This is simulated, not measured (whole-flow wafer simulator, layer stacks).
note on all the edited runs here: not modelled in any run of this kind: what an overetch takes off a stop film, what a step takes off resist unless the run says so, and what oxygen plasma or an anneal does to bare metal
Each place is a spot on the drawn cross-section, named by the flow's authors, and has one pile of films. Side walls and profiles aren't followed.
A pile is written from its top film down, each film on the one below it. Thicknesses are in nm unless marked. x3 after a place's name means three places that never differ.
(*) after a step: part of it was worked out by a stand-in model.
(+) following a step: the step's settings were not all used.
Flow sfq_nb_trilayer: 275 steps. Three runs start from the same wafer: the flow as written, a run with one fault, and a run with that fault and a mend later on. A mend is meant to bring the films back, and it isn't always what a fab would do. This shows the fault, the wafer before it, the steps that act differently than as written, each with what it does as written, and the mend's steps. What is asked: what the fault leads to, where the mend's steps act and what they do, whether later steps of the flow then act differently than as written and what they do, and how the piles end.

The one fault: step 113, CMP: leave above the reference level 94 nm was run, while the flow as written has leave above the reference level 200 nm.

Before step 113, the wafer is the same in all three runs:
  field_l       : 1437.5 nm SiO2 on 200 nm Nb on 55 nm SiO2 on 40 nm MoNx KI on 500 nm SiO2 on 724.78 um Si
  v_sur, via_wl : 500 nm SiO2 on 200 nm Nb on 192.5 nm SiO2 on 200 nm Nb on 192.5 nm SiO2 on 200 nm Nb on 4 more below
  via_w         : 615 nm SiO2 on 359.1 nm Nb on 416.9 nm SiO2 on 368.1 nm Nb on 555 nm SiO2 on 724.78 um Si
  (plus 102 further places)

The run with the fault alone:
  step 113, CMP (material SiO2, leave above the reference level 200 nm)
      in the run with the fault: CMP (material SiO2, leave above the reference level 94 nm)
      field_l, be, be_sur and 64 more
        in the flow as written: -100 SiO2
        in the run with the fault: -206 SiO2
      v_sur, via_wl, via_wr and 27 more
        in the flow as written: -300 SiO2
        in the run with the fault: -406 SiO2
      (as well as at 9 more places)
  Later steps of the flow acting differently than as written (not shown: 3 more steps that differ only slightly, by at most 2% or 0.5 nm, whichever is larger):
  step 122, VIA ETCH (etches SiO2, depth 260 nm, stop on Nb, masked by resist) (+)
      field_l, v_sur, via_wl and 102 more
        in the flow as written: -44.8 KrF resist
        in the run with the fault: -24.3 KrF resist
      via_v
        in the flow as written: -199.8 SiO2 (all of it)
        in the run with the fault: -93.8 SiO2 (all of it)
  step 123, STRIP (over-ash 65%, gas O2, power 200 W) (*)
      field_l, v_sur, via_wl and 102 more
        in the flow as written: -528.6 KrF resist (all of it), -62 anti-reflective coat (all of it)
        in the run with the fault: -549.2 KrF resist (all of it), -62 anti-reflective coat (all of it)
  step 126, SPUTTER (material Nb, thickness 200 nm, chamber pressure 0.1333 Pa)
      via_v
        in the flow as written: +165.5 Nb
        in the run with the fault: +189.3 Nb
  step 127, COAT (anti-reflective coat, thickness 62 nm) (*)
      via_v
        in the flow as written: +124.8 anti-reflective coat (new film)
        in the run with the fault: +102.1 anti-reflective coat (new film)
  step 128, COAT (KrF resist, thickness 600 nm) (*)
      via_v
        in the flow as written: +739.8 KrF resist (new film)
        in the run with the fault: +649.5 KrF resist (new film)
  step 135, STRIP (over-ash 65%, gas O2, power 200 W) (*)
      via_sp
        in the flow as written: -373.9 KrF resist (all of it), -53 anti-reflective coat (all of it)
        in the run with the fault: -382.6 KrF resist (all of it), -53 anti-reflective coat (all of it)
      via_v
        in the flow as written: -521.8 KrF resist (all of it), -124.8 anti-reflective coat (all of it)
        in the run with the fault: -431.8 KrF resist (all of it), -102.1 anti-reflective coat (all of it)
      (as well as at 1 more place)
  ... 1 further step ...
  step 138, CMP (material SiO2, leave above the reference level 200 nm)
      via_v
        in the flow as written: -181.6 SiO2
        in the run with the fault: -196.3 SiO2
  The piles end different from the flow's at field_l, v_sur, via_wl and 103 more by more than 2% or 0.5 nm, whichever is larger.
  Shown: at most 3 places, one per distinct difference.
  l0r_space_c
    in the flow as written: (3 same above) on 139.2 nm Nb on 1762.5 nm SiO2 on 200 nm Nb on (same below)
    in the run with the fault: (3 same above) on 139.2 nm Nb on 1656.5 nm SiO2 on 200 nm Nb on (same below)
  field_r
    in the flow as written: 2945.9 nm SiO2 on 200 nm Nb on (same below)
    in the run with the fault: 2839.9 nm SiO2 on 200 nm Nb on (same below)
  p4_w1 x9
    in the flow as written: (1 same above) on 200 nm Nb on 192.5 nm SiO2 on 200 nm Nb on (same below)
    in the run with the fault: (1 same above) on 200 nm Nb on 86.5 nm SiO2 on 200 nm Nb on (same below)

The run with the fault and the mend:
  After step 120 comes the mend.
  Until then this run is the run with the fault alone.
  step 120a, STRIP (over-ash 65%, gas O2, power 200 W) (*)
      field_l, v_sur, via_wl and 102 more
        -625.1 KrF resist (all of it), -62 anti-reflective coat (all of it)
      via_v
        -62 anti-reflective coat (all of it)
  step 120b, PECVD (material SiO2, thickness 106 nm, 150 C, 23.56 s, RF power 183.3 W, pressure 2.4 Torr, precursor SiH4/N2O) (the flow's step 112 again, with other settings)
      field_l, v_sur, via_wl and 103 more
        +106 SiO2
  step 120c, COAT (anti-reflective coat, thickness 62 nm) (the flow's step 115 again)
      field_l, v_sur, via_wl and 103 more
        +62 anti-reflective coat (new film)
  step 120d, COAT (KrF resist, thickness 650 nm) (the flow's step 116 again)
      field_l, v_sur, via_wl and 103 more
        +650 KrF resist (new film)
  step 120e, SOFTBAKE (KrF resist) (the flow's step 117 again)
      leaves every film unchanged at each place that is followed
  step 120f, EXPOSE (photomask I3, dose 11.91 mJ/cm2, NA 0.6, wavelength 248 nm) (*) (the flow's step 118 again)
      leaves every film unchanged at each place that is followed
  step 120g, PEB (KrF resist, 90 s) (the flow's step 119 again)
      field_l, v_sur, via_wl and 103 more
        -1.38 KrF resist
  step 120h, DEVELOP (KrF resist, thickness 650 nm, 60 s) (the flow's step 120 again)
      field_l, v_sur, via_wl and 102 more
        -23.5 KrF resist
      via_v
        -648.6 KrF resist (all of it)
  Every later step of the flow that is run acts as written at every place that is followed.
  By the end, the piles equal the flow's at every place that both follow.
